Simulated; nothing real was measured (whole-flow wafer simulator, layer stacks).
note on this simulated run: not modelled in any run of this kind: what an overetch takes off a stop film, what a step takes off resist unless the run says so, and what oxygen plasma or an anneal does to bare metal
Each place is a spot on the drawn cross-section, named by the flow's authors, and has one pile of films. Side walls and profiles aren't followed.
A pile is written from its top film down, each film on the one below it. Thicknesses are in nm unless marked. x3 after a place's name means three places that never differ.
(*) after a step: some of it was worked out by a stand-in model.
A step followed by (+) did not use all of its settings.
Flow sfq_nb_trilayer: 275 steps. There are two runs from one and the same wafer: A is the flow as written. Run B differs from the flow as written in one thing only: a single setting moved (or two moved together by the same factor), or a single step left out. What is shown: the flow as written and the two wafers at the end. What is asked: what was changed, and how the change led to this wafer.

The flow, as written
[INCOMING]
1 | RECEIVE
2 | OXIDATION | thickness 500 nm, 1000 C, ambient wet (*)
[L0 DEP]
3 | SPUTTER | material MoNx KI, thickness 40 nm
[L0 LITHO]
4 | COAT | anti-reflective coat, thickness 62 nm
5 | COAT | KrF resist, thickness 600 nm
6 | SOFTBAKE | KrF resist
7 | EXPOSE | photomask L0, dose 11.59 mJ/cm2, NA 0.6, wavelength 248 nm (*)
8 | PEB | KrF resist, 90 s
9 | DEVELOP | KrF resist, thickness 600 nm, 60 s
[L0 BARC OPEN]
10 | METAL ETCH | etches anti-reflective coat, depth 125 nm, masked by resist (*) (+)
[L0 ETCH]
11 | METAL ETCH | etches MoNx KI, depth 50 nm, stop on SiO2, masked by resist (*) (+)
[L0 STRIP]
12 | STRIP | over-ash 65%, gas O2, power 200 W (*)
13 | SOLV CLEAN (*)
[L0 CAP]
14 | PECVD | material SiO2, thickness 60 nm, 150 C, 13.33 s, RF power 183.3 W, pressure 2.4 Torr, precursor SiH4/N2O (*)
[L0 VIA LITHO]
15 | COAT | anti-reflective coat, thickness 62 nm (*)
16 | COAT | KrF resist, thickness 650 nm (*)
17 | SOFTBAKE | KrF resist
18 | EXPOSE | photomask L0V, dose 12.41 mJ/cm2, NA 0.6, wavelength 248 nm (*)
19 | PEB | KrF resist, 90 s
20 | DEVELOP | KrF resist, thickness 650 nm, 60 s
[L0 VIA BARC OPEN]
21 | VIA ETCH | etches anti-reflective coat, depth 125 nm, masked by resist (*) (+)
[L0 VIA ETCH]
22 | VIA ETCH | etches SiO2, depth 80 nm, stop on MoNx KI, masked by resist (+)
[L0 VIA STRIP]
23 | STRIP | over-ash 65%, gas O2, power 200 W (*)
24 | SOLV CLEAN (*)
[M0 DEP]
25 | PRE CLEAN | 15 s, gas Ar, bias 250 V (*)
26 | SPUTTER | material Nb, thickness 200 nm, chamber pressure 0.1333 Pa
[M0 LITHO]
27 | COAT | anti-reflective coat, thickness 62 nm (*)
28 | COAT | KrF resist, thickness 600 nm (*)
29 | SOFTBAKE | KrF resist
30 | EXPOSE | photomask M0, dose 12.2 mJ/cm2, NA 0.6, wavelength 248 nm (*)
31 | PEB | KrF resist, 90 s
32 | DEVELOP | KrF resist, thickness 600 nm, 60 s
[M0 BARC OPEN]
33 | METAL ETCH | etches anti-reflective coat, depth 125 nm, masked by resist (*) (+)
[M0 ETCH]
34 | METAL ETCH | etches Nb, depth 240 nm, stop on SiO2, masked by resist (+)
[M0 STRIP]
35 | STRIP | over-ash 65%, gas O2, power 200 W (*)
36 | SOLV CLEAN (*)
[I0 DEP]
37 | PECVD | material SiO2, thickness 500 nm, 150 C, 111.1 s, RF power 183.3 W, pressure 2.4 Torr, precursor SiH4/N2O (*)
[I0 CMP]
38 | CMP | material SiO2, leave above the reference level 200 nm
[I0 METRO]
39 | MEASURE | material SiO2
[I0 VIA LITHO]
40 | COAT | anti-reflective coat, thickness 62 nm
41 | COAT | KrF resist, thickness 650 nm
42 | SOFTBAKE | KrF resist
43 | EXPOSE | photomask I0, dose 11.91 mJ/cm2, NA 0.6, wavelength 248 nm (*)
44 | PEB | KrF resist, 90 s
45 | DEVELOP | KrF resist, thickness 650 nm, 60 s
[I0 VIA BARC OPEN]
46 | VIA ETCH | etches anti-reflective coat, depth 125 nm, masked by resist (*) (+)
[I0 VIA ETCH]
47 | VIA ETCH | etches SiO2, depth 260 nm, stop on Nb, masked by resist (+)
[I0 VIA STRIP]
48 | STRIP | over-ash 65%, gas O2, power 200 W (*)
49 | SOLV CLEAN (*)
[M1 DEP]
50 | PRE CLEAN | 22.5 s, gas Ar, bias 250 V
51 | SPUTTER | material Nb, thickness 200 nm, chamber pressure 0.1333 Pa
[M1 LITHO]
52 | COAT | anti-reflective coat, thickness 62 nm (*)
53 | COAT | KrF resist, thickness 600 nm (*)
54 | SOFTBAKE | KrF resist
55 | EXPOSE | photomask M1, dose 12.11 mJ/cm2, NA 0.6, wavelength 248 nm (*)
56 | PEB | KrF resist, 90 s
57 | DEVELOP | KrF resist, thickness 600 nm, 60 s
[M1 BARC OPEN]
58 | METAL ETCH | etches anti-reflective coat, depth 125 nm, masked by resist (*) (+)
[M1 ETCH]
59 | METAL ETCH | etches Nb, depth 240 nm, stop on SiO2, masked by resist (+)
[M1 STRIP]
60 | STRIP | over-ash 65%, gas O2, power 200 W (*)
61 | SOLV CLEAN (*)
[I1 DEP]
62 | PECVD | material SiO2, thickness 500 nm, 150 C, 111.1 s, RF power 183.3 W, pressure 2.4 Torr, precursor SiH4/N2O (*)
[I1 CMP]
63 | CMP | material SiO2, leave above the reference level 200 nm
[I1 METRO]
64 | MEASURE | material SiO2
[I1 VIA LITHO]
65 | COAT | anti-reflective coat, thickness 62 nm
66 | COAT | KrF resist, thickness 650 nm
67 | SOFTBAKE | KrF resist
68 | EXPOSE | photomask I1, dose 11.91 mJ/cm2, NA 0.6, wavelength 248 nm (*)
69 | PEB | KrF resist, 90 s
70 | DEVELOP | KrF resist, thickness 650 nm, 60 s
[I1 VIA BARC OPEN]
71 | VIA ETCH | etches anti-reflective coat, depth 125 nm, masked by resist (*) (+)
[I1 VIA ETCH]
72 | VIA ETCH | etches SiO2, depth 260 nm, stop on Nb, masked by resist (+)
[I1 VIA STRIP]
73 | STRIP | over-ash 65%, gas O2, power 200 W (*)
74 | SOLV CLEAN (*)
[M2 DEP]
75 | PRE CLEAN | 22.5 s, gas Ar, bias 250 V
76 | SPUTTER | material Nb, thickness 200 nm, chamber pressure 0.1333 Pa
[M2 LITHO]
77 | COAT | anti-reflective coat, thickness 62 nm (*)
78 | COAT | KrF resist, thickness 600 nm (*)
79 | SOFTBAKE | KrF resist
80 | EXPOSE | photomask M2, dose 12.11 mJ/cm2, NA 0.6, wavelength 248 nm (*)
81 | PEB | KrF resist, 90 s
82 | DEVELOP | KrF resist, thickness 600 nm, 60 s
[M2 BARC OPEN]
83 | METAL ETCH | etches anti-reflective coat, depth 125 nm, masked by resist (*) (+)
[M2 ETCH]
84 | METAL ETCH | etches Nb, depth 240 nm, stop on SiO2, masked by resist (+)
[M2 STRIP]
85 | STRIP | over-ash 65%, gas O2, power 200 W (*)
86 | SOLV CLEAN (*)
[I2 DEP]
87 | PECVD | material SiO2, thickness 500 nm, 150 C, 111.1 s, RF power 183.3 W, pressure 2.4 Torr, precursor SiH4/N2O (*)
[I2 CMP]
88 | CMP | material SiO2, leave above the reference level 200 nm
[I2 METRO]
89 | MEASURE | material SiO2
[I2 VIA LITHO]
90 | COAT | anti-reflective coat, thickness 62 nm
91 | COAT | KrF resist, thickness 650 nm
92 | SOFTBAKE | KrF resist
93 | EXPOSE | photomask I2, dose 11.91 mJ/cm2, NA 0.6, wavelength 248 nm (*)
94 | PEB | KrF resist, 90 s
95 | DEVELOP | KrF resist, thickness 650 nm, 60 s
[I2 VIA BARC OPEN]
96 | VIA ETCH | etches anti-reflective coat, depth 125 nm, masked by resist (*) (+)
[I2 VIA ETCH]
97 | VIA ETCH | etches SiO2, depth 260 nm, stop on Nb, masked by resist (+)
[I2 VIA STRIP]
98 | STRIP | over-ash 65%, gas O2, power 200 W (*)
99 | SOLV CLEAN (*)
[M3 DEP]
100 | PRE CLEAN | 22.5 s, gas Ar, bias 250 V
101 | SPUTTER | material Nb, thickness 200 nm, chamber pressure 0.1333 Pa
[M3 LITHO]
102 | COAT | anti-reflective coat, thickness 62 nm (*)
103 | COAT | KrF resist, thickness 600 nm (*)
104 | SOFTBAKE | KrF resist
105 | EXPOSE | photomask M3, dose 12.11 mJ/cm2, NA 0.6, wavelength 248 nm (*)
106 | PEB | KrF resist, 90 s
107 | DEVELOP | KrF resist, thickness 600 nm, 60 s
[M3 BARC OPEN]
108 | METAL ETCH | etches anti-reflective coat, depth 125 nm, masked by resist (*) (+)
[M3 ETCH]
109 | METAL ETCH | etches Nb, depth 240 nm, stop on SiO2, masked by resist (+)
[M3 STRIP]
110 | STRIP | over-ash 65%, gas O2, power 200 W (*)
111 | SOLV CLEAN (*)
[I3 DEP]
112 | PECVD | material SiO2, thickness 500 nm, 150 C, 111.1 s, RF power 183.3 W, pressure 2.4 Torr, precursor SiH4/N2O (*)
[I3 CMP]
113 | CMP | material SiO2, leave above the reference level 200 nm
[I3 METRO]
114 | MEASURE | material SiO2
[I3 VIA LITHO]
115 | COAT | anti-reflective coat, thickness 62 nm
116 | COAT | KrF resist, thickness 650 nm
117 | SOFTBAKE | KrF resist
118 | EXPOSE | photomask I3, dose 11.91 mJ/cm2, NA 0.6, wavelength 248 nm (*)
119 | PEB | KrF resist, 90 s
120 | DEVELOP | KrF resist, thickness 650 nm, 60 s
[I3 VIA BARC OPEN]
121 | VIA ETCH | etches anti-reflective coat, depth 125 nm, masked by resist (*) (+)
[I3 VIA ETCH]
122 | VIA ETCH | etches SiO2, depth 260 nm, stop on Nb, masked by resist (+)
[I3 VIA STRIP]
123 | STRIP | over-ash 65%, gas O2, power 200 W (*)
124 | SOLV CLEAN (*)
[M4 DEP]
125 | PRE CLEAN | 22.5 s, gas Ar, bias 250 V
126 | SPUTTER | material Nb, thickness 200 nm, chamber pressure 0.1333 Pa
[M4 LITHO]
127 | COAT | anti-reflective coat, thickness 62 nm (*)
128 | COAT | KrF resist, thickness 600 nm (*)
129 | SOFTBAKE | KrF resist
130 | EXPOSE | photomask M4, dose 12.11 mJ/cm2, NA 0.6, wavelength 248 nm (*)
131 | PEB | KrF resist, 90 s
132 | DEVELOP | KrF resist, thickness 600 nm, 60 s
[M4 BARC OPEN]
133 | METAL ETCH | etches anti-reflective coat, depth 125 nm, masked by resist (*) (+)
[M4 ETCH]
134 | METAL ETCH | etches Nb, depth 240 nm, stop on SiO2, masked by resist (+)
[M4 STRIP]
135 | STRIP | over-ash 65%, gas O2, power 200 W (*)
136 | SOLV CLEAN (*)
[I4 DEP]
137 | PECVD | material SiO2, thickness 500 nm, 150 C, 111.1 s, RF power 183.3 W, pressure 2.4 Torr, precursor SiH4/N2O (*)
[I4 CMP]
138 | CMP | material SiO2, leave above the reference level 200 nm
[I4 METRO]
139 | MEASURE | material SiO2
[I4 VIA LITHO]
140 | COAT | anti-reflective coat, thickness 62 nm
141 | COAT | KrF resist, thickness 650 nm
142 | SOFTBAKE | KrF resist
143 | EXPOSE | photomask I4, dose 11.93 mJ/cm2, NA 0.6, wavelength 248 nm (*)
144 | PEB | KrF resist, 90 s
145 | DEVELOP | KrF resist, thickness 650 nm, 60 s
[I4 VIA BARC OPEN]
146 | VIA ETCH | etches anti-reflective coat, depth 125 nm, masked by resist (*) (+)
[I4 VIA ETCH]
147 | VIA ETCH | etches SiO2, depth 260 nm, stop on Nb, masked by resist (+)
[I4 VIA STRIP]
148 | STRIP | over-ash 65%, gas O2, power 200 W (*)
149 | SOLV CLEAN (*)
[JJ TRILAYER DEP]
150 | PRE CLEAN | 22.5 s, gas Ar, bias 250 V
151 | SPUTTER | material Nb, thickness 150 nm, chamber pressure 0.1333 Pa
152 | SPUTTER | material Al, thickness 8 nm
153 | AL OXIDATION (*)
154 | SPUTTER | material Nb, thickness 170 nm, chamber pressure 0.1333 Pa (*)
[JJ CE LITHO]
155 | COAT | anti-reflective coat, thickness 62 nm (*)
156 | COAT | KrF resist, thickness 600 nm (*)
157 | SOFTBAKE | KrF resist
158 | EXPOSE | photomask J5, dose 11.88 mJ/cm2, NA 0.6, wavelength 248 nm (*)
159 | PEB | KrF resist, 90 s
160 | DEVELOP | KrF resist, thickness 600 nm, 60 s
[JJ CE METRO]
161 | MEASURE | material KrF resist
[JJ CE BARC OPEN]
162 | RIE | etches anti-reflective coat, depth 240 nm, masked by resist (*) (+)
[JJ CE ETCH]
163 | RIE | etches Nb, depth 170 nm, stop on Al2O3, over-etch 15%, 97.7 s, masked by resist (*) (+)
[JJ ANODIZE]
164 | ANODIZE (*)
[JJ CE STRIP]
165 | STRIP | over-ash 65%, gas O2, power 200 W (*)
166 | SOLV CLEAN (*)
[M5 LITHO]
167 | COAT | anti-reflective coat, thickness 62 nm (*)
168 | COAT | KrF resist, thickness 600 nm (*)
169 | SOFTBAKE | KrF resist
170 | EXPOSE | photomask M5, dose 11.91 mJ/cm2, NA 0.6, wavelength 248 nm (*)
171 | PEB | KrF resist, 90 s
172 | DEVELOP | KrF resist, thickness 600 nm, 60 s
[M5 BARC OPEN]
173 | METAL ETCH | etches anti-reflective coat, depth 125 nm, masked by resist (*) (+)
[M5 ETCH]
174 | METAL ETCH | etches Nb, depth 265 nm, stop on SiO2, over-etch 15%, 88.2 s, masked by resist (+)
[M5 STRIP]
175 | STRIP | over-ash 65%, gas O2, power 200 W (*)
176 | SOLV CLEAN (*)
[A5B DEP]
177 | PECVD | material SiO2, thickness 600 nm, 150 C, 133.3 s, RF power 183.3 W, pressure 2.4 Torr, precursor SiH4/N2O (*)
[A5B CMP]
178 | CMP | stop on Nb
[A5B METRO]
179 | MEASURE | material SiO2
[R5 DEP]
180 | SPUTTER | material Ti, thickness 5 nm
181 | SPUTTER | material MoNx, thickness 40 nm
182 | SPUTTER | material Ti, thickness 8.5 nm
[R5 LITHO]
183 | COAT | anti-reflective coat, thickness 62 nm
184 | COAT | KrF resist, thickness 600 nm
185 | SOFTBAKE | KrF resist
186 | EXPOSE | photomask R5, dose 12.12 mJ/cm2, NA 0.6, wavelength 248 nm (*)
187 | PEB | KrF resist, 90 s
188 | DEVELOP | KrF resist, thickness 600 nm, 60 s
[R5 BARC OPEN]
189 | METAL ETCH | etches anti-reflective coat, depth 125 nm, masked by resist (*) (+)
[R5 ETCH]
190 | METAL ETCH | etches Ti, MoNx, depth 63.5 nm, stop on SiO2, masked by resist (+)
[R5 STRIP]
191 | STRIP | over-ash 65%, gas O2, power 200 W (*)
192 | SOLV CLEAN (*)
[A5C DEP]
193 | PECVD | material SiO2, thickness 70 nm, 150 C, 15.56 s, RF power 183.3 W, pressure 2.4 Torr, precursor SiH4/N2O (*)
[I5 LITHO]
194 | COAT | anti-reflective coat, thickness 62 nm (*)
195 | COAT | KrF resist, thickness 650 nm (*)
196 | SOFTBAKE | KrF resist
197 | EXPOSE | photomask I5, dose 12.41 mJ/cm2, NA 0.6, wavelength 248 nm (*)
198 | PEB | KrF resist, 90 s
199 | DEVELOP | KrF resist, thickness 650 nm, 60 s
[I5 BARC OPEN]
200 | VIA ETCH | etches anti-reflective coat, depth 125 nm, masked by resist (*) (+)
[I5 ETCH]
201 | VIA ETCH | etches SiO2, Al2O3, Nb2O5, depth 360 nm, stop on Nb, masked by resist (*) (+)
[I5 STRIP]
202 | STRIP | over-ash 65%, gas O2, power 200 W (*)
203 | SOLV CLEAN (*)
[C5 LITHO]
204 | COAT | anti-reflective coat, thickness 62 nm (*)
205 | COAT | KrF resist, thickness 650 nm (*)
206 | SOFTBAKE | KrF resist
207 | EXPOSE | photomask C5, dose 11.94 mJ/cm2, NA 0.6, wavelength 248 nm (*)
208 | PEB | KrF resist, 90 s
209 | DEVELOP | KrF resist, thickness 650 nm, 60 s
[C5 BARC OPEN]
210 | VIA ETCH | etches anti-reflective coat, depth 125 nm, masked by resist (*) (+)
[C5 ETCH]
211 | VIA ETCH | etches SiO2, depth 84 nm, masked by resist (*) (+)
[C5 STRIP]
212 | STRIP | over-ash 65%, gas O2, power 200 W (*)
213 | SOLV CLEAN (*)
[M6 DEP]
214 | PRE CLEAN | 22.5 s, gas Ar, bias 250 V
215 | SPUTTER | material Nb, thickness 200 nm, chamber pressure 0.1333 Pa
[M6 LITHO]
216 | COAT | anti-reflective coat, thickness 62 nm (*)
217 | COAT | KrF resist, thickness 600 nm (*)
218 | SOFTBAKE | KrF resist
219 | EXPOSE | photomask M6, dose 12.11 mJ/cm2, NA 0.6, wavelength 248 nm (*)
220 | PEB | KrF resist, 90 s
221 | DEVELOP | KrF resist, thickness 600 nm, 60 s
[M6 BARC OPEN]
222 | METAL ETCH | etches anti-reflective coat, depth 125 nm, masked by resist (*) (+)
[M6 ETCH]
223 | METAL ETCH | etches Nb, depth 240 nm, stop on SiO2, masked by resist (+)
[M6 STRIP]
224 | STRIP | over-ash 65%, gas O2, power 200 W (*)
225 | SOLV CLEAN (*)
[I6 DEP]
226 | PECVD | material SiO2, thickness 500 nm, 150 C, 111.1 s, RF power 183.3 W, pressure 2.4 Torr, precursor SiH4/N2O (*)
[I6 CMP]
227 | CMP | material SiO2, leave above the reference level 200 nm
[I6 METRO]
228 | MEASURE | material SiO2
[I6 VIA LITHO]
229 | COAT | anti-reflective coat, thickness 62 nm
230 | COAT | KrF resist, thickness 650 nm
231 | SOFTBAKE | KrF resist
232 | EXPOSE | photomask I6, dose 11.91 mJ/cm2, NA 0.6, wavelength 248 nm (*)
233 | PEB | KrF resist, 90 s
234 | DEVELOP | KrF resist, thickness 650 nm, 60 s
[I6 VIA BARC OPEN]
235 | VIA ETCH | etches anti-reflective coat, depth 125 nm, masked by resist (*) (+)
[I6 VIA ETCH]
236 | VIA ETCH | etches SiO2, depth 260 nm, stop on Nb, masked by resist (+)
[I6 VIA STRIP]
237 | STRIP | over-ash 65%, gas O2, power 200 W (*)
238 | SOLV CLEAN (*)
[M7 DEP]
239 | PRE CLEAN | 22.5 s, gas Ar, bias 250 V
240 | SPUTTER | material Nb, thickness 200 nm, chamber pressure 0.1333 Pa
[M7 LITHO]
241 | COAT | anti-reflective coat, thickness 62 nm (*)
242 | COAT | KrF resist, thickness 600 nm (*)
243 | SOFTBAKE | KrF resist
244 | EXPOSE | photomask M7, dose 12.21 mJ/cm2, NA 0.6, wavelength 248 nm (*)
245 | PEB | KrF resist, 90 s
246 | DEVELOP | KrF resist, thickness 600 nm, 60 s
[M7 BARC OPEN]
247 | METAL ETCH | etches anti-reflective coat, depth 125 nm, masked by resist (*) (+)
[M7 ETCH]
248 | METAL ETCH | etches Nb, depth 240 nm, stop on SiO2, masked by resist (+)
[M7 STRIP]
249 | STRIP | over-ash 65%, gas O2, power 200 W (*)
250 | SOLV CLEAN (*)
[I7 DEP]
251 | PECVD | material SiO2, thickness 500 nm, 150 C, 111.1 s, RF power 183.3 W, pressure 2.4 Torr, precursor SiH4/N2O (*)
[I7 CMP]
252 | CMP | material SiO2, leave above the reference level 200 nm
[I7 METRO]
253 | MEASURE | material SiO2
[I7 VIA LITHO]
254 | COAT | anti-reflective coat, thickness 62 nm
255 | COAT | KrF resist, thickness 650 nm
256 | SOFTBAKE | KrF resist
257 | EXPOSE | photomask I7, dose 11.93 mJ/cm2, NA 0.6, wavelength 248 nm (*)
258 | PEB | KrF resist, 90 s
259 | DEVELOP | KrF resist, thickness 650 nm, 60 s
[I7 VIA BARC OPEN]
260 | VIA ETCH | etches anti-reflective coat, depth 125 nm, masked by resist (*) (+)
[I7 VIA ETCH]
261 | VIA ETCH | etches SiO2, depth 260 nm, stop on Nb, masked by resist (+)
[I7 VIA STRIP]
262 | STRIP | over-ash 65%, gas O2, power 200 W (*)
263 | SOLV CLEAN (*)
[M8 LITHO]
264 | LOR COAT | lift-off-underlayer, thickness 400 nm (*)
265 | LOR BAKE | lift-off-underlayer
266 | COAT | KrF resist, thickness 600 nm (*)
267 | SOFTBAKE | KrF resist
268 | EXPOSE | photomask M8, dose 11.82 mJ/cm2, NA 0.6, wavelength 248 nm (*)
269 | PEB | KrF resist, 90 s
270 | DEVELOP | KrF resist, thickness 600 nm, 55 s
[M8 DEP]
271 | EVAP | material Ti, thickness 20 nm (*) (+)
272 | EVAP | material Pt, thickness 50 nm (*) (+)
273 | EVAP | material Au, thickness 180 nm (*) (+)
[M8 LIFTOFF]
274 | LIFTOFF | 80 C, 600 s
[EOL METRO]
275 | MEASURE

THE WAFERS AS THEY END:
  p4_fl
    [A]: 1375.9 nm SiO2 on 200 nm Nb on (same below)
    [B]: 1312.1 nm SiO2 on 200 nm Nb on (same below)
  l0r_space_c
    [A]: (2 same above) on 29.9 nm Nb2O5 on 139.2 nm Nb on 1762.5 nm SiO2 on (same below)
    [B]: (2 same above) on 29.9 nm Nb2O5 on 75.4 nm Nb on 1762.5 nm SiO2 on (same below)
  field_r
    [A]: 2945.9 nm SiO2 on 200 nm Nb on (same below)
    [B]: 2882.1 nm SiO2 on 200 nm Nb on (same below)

The reason: step 151, SPUTTER: thickness 86.2 nm was run, though the flow has thickness 150 nm.

The path from the change to this, step by step:
  151 | SPUTTER | material Nb, thickness 150 nm, chamber pressure 0.1333 Pa
      field_l, v_sur, via_sp and 100 more: A Nb gains 150 (new film) | B Nb gains 86.2 (new film)
      via_wl, via_wr: A Nb gains 130.4 | B Nb gains 61.6
      (as well as at 1 more place)
  154 | SPUTTER | material Nb, thickness 170 nm, chamber pressure 0.1333 Pa (*)
      via_w: A Nb gains 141 (new film) | B Nb gains 144.9 (new film)
  155 | COAT | anti-reflective coat, thickness 62 nm (*)
      via_wl, via_wr: A anti-reflective coat gains 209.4 (new film) | B anti-reflective coat gains 225.5 (new film)
  162 | RIE | etches anti-reflective coat, depth 240 nm, masked by resist (*) (+)
      ce_l, c5j, ce_r, wl_jj: A KrF resist loses 209.4 | B KrF resist loses 225.5
      via_wl, via_wr: A anti-reflective coat loses 209.4 (all of it) | B anti-reflective coat loses 225.5 (all of it)
  163 | RIE | etches Nb, depth 170 nm, stop on Al2O3, over-etch 15%, 97.7 s, masked by resist (*) (+)
      via_w: A Nb loses 141 (all of it), Al2O3 loses 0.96 (all of it) | B Nb loses 144.9 (all of it), Al2O3 loses 0.96 (all of it)
  164 | ANODIZE (*)
      via_wl, via_wr: A Al2O3 gains 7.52 (new film), Nb2O5 gains 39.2 (new film), Al loses 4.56 (all of it), Nb loses 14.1 | B Al2O3 gains 8.13 (new film), Nb2O5 gains 38.1 (new film), Al loses 4.93 (all of it), Nb loses 13.7
  165 | STRIP | over-ash 65%, gas O2, power 200 W (*)
      c5j, ce_r: A KrF resist loses 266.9 (all of it), anti-reflective coat loses 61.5 (all of it) | B KrF resist loses 250.9 (all of it), anti-reflective coat loses 61.5 (all of it)
      ce_l: A KrF resist loses 266.8 (all of it), anti-reflective coat loses 61.4 (all of it) | B KrF resist loses 250.8 (all of it), anti-reflective coat loses 61.5 (all of it)
      (as well as at 1 more place)
  167 | COAT | anti-reflective coat, thickness 62 nm (*)
      via_wl: A anti-reflective coat gains 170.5 (new film) | B anti-reflective coat gains 174.3 (new film)
      via_w: A anti-reflective coat gains 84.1 (new film) | B anti-reflective coat gains 78.5 (new film)
      (as well as at 2 more places)
  174 | METAL ETCH | etches Nb, depth 265 nm, stop on SiO2, over-etch 15%, 88.2 s, masked by resist (+)
      field_l, r_sur, res and 50 more: A Al2O3 loses 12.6 (all of it), Nb2O5 loses 29.9 (all of it), Nb loses 139.2 (all of it), SiO2 loses 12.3 | B Al2O3 loses 12.6 (all of it), Nb2O5 loses 29.9 (all of it), Nb loses 75.4 (all of it), SiO2 loses 18.7
  175 | STRIP | over-ash 65%, gas O2, power 200 W (*)
      via_wl: A KrF resist loses 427 (all of it), anti-reflective coat loses 170.5 (all of it) | B KrF resist loses 430 (all of it), anti-reflective coat loses 174.3 (all of it)
      via_w: A KrF resist loses 503.5 (all of it), anti-reflective coat loses 84.1 (all of it) | B KrF resist loses 497.1 (all of it), anti-reflective coat loses 78.5 (all of it)
      (as well as at 2 more places)
  177 | PECVD | material SiO2, thickness 600 nm, 150 C, 133.3 s, RF power 183.3 W, pressure 2.4 Torr, precursor SiH4/N2O (*)
      via_wl, via_wr: A SiO2 gains 600 (new film) | B SiO2 gains 614.2 (new film)
  178 | CMP | stop on Nb
      field_l, p4_fl, p4_fm and 39 more: A SiO2 loses 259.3 | B SiO2 loses 316.7
      r_sur, res, r_end, moat, field_r, lsp_l: A SiO2 loses 252.3 | B SiO2 loses 316.7
      (as well as at 8 more places)
